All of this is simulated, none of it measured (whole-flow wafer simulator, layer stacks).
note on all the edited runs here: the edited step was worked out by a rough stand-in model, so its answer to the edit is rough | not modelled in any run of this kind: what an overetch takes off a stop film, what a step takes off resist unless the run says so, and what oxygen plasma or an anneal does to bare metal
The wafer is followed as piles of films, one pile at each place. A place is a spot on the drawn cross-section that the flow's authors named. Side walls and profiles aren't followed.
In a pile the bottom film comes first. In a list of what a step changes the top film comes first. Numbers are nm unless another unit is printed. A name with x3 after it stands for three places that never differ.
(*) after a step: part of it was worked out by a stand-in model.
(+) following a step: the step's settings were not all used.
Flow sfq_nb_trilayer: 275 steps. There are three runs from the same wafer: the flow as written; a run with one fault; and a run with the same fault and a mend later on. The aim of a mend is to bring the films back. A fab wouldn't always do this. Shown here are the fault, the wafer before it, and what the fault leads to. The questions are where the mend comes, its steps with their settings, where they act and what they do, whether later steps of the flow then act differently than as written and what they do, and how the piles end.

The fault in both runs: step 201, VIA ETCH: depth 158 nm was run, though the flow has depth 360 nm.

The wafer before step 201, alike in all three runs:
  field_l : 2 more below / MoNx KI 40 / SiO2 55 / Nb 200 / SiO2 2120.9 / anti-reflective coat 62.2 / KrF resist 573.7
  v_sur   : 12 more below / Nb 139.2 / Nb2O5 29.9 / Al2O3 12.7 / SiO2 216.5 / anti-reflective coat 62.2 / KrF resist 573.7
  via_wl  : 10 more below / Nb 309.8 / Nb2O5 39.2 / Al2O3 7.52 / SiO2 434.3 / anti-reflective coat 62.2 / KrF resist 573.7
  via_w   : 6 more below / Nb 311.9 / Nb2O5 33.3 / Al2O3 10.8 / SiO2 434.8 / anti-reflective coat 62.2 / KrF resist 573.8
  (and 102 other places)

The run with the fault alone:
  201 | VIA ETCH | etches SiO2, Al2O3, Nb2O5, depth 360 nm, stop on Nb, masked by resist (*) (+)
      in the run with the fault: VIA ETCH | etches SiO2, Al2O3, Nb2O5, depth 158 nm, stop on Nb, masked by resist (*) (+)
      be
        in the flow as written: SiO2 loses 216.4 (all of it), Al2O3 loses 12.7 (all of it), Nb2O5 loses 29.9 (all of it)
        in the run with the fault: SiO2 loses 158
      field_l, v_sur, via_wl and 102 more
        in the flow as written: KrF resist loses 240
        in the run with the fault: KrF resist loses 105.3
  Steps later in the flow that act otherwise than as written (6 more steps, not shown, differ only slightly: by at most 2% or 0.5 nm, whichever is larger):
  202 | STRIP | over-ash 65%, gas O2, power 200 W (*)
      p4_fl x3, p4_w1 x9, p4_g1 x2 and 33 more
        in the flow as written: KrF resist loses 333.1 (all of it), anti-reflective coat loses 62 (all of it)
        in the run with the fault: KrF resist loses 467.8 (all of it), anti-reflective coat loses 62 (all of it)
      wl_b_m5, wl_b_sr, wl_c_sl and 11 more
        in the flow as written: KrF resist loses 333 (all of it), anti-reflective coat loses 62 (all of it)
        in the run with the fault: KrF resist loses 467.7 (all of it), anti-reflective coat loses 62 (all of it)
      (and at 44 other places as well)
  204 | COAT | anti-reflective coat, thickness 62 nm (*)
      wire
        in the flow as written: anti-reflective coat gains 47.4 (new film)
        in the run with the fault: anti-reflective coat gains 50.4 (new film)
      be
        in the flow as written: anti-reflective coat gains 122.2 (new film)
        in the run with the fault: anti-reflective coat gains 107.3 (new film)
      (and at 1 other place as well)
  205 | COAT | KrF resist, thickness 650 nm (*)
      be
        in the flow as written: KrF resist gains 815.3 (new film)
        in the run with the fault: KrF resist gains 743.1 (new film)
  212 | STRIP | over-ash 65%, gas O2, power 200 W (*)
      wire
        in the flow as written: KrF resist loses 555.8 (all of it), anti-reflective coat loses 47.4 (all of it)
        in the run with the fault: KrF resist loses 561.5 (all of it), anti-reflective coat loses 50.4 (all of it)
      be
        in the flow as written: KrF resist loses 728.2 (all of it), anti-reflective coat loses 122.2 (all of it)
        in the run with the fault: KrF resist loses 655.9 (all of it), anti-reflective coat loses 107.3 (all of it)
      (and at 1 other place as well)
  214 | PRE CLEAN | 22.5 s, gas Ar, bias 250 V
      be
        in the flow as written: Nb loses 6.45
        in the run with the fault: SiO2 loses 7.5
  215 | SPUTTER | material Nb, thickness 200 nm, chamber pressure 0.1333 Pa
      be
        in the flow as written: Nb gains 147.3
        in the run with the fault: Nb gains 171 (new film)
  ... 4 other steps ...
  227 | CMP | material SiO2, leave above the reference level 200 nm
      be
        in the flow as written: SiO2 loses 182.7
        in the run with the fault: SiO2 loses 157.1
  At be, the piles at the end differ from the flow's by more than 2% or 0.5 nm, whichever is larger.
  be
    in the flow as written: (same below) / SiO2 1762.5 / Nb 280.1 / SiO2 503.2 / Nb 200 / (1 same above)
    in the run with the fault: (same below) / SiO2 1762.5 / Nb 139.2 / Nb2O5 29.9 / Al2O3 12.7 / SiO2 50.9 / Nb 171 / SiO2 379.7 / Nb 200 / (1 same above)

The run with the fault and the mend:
  The mend stands after step 201.
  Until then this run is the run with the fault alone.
  201a | VIA ETCH | etches SiO2, Al2O3, Nb2O5, depth 202 nm, stop on Nb, masked by resist (*) (+) (a further turn of the flow's step 201, with different settings)
      field_l, v_sur, via_wl and 102 more
        KrF resist loses 134.7
      be
        SiO2 loses 58.4 (all of it), Al2O3 loses 12.7 (all of it), Nb2O5 loses 29.9 (all of it)
  Later steps of the flow that are run all act as written at every place that is followed.
  By the end, the piles equal the flow's at every place that both follow.
